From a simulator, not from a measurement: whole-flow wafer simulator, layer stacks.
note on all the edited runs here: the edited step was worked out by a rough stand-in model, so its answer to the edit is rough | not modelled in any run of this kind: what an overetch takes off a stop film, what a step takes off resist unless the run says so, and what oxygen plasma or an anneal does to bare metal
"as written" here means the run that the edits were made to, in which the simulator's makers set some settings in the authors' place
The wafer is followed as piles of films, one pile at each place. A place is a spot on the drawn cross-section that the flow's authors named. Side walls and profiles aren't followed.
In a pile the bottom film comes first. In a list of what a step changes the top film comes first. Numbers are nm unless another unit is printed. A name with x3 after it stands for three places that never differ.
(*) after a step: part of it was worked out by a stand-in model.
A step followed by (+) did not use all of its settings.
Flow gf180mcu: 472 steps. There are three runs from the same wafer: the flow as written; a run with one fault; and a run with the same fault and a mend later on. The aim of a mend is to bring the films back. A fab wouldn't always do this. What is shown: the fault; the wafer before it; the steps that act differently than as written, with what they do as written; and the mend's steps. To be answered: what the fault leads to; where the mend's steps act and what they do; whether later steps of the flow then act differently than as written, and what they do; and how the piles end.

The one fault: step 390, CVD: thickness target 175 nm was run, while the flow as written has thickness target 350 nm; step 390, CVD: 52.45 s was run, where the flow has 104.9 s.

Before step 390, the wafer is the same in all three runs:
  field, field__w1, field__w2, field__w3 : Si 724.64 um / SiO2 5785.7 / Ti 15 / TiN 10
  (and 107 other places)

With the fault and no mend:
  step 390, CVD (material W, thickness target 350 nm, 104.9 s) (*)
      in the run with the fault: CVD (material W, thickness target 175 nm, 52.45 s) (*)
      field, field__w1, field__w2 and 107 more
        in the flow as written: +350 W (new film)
        in the run with the fault: +176.5 W (new film)
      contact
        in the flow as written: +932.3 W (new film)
        in the run with the fault: +758.8 W (new film)
  Steps further on in the flow that do not act as written:
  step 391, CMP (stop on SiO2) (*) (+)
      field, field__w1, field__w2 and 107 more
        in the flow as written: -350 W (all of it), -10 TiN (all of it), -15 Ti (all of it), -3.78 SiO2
        in the run with the fault: -176.5 W (all of it), -10 TiN (all of it), -15 Ti (all of it), -2.03 SiO2
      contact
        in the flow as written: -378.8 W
        in the run with the fault: -203.5 W
  At the end the piles are close to the flow's at the places that both follow, differing by at most 2% or 0.5 nm, whichever is larger.

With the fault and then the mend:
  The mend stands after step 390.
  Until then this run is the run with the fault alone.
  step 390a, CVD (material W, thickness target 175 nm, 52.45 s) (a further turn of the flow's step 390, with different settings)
      field, field__w1, field__w2 and 108 more
        +176.5 W
  Every later step of the flow that is run acts as written, at every place that is followed, to within 2% or 0.5 nm, whichever is larger.
  At the end the piles are close to the flow's at the places that both follow, differing by at most 2% or 0.5 nm, whichever is larger.
